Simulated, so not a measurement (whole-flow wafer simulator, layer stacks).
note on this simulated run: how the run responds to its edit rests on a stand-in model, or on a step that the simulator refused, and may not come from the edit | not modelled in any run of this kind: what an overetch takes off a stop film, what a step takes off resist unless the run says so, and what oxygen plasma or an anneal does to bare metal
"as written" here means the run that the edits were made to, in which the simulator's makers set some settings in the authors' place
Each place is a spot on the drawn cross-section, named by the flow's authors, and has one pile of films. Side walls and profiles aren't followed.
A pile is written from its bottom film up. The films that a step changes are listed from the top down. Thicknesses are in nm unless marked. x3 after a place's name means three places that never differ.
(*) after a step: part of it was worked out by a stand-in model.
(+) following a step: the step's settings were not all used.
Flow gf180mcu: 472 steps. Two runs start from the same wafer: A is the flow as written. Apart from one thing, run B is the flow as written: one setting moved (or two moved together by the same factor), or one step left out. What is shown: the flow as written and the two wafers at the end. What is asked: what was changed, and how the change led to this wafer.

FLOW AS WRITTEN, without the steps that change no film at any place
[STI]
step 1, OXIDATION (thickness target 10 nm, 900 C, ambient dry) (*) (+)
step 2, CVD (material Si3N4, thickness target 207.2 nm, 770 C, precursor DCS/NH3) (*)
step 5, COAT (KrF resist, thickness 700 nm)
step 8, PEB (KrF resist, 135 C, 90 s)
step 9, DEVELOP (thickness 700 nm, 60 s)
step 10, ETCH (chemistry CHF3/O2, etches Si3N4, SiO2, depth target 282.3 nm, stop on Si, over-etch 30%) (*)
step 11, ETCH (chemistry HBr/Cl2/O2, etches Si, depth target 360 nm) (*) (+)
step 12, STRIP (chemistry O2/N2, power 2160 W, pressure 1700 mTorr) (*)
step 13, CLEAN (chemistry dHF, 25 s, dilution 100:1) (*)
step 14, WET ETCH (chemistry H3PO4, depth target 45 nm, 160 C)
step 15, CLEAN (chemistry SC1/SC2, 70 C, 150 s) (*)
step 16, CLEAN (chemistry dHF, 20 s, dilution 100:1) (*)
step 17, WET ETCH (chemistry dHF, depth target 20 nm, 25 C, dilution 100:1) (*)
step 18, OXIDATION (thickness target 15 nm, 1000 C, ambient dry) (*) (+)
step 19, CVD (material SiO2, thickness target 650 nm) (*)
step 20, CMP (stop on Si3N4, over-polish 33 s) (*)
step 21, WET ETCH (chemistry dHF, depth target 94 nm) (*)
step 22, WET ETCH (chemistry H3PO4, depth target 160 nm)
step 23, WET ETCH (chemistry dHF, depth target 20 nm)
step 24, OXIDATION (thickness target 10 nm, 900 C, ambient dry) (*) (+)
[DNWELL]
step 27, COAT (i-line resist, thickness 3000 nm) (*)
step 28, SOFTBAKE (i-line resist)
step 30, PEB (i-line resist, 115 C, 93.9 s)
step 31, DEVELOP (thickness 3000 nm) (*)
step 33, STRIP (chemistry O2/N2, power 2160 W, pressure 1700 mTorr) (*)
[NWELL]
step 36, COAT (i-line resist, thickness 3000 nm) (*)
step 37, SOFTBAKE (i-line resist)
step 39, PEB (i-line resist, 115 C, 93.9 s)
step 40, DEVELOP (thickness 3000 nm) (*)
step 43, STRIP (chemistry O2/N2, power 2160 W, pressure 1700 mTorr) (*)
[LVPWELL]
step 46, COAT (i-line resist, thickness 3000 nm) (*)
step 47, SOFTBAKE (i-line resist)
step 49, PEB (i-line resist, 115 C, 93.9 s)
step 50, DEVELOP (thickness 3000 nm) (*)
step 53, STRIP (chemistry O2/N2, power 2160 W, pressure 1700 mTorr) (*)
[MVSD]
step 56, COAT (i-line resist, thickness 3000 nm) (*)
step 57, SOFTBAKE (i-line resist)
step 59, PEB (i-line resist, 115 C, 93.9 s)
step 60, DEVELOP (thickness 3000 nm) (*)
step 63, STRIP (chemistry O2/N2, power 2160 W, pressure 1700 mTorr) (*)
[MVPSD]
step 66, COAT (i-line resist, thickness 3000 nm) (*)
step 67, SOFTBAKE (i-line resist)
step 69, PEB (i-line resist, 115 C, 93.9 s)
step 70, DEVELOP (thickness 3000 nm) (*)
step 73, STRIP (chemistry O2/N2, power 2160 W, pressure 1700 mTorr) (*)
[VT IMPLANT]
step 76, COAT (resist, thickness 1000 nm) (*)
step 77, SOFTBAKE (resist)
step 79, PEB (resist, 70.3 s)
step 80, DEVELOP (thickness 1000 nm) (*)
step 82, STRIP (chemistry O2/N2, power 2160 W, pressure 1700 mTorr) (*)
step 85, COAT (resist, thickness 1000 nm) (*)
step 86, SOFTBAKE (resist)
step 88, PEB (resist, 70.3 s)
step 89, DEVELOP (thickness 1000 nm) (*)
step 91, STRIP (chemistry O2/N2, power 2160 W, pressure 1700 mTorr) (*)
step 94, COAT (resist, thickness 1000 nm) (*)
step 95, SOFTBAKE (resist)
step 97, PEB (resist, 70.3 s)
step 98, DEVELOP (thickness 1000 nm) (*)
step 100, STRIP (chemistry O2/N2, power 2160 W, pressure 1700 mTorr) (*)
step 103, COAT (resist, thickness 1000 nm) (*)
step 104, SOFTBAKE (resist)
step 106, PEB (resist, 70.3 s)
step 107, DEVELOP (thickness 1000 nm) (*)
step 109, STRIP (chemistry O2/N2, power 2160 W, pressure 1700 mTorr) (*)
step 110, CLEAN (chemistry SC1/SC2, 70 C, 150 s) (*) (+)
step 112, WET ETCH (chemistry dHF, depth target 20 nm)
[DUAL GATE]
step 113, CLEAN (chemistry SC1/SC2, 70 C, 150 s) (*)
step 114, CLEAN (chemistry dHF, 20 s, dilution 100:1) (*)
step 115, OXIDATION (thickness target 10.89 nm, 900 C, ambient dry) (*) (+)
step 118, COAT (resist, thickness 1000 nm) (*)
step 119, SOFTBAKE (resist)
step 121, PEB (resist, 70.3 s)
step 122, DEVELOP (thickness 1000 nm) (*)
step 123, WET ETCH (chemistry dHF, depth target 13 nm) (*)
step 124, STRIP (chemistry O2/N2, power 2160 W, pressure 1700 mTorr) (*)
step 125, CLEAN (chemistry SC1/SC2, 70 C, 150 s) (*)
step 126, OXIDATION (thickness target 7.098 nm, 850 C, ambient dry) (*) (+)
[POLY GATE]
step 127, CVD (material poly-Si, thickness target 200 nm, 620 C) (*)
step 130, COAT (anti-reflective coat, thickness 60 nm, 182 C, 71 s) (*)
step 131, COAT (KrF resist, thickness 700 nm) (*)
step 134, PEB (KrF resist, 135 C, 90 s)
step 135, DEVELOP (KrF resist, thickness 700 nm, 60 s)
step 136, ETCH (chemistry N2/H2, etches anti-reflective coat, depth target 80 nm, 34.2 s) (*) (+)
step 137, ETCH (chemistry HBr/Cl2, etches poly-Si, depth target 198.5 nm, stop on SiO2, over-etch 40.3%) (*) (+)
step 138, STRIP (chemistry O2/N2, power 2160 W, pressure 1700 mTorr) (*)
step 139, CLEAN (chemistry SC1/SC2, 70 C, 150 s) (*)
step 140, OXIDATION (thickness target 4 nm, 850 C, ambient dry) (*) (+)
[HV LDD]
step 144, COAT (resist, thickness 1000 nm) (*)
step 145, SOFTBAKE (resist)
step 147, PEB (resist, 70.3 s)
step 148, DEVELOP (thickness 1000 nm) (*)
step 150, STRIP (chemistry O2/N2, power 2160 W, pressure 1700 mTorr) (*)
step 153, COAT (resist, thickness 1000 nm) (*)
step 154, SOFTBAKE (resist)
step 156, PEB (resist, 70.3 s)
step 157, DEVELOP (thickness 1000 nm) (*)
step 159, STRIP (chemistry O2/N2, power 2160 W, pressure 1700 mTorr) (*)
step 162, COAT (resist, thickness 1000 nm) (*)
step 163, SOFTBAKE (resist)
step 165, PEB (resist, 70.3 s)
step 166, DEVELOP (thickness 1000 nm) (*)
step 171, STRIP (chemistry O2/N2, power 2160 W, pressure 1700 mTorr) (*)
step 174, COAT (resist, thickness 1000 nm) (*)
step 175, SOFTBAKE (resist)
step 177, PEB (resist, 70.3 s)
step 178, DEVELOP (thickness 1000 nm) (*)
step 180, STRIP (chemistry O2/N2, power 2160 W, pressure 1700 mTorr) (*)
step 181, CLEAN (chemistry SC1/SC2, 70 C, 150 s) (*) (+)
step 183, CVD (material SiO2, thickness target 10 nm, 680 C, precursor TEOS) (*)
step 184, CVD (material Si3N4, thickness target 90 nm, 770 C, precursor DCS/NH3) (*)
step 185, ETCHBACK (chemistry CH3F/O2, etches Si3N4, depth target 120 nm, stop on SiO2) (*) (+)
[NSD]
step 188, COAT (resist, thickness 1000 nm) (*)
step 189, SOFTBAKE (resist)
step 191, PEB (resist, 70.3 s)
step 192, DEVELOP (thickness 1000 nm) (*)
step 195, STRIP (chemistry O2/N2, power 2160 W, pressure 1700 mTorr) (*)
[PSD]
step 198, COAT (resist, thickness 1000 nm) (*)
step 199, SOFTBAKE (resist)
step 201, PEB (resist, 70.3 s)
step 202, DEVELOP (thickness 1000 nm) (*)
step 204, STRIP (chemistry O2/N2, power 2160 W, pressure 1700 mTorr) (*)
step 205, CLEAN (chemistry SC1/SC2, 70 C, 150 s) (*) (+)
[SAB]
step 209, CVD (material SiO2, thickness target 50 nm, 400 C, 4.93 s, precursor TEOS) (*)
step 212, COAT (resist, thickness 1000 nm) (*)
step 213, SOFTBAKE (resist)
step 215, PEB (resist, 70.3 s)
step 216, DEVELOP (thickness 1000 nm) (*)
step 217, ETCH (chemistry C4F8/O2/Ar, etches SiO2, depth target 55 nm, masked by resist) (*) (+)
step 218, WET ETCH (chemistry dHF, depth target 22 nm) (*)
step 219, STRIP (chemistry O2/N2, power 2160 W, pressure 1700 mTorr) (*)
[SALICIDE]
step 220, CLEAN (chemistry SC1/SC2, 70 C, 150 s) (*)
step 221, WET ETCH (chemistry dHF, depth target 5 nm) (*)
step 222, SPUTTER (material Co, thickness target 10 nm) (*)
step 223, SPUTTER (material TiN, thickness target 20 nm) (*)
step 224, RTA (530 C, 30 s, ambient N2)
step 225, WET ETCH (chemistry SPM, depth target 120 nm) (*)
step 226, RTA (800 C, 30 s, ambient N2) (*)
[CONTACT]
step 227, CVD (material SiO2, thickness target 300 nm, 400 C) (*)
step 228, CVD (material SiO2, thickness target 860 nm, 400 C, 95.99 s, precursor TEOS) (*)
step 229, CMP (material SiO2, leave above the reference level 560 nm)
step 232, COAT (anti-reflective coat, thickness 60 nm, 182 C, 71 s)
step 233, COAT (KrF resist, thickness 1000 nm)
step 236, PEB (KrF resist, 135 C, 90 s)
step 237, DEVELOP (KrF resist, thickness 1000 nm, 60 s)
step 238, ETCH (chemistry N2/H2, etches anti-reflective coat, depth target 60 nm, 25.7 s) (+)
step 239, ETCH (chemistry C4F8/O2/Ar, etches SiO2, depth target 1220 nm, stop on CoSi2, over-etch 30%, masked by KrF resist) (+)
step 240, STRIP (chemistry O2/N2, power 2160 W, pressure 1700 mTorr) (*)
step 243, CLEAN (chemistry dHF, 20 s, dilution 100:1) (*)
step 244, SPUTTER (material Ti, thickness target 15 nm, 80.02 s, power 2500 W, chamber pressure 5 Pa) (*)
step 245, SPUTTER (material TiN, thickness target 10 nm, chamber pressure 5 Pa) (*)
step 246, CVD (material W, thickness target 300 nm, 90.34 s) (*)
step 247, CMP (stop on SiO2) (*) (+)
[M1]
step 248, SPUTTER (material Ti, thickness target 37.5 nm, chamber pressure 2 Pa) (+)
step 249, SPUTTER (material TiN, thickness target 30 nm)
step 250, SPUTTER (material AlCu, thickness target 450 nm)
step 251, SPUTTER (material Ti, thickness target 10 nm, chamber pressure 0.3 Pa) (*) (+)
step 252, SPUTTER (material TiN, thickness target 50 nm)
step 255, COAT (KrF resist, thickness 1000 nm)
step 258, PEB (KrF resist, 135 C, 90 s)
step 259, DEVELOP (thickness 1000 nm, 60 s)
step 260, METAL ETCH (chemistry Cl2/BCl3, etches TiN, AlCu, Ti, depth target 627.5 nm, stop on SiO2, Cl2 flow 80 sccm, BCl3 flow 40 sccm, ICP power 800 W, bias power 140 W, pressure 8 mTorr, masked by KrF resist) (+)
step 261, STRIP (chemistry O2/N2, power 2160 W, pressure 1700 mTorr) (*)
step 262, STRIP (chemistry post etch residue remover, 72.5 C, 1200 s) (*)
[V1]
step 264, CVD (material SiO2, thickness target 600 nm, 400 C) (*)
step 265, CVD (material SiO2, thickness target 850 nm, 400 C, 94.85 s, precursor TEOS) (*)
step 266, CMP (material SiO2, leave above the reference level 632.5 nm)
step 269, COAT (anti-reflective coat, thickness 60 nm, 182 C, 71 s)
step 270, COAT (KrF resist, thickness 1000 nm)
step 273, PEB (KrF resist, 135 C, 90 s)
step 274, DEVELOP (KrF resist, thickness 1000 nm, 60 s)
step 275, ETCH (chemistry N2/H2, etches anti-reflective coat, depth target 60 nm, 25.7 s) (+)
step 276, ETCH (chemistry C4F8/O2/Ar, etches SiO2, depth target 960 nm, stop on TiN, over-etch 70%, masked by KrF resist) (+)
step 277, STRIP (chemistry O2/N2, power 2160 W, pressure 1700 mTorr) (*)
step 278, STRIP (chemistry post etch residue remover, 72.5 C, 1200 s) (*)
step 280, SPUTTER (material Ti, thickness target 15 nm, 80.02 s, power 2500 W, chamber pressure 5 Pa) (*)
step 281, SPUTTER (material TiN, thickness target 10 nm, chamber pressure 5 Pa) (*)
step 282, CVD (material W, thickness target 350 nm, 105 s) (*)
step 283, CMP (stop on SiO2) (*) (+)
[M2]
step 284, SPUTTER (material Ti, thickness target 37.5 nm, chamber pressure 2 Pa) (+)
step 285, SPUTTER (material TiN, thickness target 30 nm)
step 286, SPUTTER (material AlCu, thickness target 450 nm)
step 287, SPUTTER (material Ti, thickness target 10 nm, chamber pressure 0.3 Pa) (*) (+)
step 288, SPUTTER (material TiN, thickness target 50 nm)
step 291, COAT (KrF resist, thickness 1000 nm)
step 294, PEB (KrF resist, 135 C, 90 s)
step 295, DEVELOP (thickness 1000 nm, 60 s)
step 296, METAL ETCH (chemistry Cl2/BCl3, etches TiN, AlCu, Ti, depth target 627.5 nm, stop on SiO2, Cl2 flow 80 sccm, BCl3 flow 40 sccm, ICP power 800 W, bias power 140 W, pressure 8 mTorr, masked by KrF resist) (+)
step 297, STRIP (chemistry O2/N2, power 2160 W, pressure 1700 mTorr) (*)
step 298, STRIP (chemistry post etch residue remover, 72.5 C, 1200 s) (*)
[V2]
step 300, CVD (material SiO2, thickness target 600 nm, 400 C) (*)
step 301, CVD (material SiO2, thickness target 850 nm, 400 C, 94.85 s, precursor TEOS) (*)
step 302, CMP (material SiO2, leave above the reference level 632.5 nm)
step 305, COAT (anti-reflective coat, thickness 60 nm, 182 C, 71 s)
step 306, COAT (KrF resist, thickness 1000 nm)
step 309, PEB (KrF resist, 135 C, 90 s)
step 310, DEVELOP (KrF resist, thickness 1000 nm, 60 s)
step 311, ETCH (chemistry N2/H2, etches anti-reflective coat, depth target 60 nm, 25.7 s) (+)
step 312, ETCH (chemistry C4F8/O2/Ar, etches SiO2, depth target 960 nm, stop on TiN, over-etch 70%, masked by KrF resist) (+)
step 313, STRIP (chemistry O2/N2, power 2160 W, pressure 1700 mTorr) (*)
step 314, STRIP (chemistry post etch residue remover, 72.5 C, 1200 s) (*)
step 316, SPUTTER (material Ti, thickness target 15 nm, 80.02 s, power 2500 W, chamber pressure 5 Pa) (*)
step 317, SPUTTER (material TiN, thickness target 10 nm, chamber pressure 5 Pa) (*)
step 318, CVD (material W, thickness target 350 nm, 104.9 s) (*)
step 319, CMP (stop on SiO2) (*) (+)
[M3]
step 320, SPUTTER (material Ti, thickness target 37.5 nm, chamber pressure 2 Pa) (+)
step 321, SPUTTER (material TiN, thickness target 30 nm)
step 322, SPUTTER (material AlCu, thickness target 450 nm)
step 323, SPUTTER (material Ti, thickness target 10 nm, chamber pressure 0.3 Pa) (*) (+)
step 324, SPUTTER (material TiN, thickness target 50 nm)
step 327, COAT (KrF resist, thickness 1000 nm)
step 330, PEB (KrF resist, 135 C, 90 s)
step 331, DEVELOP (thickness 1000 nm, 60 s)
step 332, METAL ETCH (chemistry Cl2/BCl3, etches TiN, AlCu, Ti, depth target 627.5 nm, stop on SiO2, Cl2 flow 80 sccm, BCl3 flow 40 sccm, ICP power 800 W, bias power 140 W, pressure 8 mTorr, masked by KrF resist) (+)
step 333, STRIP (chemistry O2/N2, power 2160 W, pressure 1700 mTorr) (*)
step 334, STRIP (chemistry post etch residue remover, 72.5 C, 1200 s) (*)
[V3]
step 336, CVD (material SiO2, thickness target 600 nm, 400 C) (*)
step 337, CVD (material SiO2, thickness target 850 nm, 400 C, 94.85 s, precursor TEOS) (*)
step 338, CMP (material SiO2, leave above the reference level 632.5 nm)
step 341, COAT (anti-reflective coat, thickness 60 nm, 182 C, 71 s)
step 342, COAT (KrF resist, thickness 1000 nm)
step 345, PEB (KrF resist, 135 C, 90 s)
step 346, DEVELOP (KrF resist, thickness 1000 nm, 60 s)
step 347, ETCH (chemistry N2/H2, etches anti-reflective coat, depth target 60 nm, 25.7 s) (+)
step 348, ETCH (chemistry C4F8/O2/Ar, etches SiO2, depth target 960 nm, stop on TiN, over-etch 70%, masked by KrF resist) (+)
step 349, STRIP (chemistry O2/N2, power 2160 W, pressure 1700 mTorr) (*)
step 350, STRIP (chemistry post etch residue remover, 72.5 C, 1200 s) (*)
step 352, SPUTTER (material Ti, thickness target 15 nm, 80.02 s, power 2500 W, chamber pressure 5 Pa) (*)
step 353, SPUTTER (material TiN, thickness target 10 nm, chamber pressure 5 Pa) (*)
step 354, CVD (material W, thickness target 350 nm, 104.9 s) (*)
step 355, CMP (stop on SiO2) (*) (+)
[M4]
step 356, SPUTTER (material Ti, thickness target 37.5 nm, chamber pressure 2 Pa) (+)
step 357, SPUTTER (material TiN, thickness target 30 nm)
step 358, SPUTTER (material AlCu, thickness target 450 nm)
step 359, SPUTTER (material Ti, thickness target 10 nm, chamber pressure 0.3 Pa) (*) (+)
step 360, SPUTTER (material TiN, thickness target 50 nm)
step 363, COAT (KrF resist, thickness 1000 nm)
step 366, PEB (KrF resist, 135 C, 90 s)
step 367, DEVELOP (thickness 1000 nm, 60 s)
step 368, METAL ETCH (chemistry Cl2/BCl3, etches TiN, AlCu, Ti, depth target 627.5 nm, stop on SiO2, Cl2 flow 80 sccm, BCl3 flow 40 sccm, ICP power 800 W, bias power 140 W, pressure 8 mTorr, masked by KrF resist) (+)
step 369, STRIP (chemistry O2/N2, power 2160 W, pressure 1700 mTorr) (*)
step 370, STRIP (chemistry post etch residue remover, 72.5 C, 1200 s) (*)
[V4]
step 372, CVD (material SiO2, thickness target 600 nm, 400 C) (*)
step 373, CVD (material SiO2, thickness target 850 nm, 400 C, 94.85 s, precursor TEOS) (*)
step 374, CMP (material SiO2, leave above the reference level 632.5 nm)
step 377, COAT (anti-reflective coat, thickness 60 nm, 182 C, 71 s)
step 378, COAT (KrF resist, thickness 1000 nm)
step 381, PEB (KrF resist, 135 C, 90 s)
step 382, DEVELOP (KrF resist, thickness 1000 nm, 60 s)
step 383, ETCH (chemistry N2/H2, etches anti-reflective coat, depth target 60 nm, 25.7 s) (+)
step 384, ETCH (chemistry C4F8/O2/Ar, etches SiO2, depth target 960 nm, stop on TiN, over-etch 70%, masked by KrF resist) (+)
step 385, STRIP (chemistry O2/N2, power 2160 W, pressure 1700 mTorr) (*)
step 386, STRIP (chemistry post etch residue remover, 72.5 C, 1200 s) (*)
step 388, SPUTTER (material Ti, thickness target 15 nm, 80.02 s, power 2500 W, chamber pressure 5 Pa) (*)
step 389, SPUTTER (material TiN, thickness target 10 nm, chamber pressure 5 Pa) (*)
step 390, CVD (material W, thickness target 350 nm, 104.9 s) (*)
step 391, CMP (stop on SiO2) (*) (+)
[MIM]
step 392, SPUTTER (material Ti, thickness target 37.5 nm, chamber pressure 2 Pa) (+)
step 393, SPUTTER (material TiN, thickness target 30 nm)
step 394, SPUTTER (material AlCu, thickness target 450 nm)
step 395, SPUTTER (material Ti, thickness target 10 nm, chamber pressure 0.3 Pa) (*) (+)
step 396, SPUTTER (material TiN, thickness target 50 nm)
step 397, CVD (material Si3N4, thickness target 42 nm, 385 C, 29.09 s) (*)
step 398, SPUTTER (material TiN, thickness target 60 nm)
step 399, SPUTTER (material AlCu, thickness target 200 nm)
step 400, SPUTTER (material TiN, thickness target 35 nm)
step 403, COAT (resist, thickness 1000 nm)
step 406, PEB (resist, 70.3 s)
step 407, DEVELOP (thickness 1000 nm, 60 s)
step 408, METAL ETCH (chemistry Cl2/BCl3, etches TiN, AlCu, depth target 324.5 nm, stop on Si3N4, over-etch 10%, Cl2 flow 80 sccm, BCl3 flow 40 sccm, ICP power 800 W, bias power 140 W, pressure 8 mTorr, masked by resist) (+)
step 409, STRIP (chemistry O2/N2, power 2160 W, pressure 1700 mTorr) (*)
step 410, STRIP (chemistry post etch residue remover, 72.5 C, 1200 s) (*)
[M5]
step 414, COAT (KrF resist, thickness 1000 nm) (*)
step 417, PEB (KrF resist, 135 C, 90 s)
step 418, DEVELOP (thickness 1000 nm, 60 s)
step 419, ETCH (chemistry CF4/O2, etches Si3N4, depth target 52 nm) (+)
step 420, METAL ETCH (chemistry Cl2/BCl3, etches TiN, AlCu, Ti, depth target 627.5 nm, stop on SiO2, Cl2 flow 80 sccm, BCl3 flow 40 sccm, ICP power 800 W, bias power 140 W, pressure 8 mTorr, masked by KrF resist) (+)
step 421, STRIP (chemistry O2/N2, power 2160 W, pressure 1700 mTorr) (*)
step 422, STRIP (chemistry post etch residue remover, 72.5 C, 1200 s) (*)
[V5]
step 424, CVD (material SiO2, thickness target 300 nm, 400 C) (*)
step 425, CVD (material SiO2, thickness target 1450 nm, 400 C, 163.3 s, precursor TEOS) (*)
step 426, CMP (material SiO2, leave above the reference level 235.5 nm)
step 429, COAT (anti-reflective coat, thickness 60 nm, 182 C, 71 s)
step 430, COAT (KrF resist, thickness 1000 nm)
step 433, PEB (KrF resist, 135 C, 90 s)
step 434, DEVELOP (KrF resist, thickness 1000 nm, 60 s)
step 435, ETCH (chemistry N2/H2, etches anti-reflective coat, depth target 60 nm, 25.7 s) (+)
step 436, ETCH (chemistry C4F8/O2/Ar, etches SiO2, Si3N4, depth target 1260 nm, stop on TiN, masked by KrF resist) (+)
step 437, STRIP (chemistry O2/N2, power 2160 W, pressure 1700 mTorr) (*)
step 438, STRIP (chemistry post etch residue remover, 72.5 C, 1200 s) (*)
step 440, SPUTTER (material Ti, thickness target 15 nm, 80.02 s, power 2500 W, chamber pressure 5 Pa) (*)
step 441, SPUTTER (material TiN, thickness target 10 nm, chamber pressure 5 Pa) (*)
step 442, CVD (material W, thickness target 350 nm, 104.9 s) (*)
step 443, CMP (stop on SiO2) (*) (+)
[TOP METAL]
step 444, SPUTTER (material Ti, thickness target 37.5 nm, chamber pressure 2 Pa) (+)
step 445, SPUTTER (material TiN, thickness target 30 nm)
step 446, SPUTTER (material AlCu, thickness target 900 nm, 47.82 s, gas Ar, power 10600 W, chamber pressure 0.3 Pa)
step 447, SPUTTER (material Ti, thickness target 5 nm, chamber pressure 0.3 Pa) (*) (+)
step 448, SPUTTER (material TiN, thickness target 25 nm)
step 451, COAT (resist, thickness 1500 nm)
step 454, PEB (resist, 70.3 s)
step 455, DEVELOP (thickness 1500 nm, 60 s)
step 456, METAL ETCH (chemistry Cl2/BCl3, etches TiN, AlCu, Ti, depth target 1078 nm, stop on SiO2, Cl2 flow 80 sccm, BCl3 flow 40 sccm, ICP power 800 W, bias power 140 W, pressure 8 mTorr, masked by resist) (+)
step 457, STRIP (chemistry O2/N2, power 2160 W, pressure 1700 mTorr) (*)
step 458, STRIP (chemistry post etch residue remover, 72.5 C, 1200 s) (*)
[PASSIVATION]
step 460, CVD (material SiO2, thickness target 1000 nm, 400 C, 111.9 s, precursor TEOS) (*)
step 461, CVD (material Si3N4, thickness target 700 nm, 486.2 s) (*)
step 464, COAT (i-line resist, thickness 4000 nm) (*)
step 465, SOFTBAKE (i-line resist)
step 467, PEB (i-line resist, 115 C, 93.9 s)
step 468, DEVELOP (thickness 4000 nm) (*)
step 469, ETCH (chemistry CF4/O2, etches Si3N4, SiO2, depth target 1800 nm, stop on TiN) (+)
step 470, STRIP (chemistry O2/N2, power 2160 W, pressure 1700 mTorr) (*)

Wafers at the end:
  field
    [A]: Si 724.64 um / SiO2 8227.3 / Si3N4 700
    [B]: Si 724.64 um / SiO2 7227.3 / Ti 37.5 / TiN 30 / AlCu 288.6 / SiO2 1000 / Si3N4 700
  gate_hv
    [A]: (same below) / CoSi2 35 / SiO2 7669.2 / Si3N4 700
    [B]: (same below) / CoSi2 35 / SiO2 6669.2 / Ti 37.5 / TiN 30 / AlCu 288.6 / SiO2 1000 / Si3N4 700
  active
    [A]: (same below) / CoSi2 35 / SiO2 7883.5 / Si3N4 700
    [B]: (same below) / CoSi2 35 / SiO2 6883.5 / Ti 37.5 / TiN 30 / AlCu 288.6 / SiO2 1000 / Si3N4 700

The reason: step 456, METAL ETCH: depth target 635.7 nm was run, whereas the flow has depth target 1078 nm.

How this came from the change, step by step:
  step 456, METAL ETCH (chemistry Cl2/BCl3, etches TiN, AlCu, Ti, depth target 1078 nm, stop on SiO2, Cl2 flow 80 sccm, BCl3 flow 40 sccm, ICP power 800 W, bias power 140 W, pressure 8 mTorr, masked by resist) (+)
      field, field__w1, field__w2 and 103 more: A TiN loses 25 (all of it), Ti loses 5 (all of it), AlCu loses 900 (all of it), TiN loses 30 (all of it), Ti loses 37.5 (all of it) | B TiN loses 25 (all of it), Ti loses 5 (all of it), AlCu loses 605.7
      field__w8, contact, m1, m1__w1, pad, m1_nw: A resist loses 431 | B resist loses 254.3
  step 457, STRIP (chemistry O2/N2, power 2160 W, pressure 1700 mTorr) (*)
      field__w8, contact, m1, m1__w1, pad, m1_nw: A resist loses 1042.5 (all of it) | B resist loses 1219.2 (all of it)
  step 458, STRIP (chemistry post etch residue remover, 72.5 C, 1200 s) (*)
      field, field__w1, field__w2 and 103 more: A nothing | B AlCu loses 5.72
  step 460, CVD (material SiO2, thickness target 1000 nm, 400 C, 111.9 s, precursor TEOS) (*)
      field, field__w1, field__w2 and 103 more: A SiO2 gains 1000 | B SiO2 gains 1000 (new film)
  step 464, COAT (i-line resist, thickness 4000 nm) (*)
      field__w8: A i-line resist gains 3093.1 (new film) | B i-line resist gains 3410.6 (new film)
      contact: A i-line resist gains 3153.6 (new film) | B i-line resist gains 3442.8 (new film)
      (and at 4 other places as well)
  step 465, SOFTBAKE (i-line resist)
      gate: A i-line resist gains 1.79 | B i-line resist loses 0.69
      field__w11, field__w13: A i-line resist gains 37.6 | B i-line resist gains 20.9
      (and at 66 other places as well)
  step 467, PEB (i-line resist, 115 C, 93.9 s)
      field__w8, m1__w1: A i-line resist loses 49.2 | B i-line resist loses 55.7
      contact, m1: A i-line resist loses 49.6 | B i-line resist loses 55.9
      (and at 2 other places as well)
  step 468, DEVELOP (thickness 4000 nm) (*)
      pad: A i-line resist loses 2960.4 (all of it) | B i-line resist loses 3307.4 (all of it)
  step 470, STRIP (chemistry O2/N2, power 2160 W, pressure 1700 mTorr) (*)
      field__w8, m1__w1: A i-line resist loses 1775.9 (all of it) | B i-line resist loses 2117.3 (all of it)
      contact: A i-line resist loses 1798.3 (all of it) | B i-line resist loses 2129.5 (all of it)
      (and at 2 other places as well)
Taking metal films that touch as one body, field has 1 body; the flow as written gives 0 bodies.
Taking metal films that touch as one body, gate_hv has 2 bodies (between them, from the top down: SiO2 6669.2); the flow as written gives 1 body.
Taking metal films that touch as one body, active has 2 bodies (between them, from the top down: SiO2 6883.5); the flow as written gives 1 body.
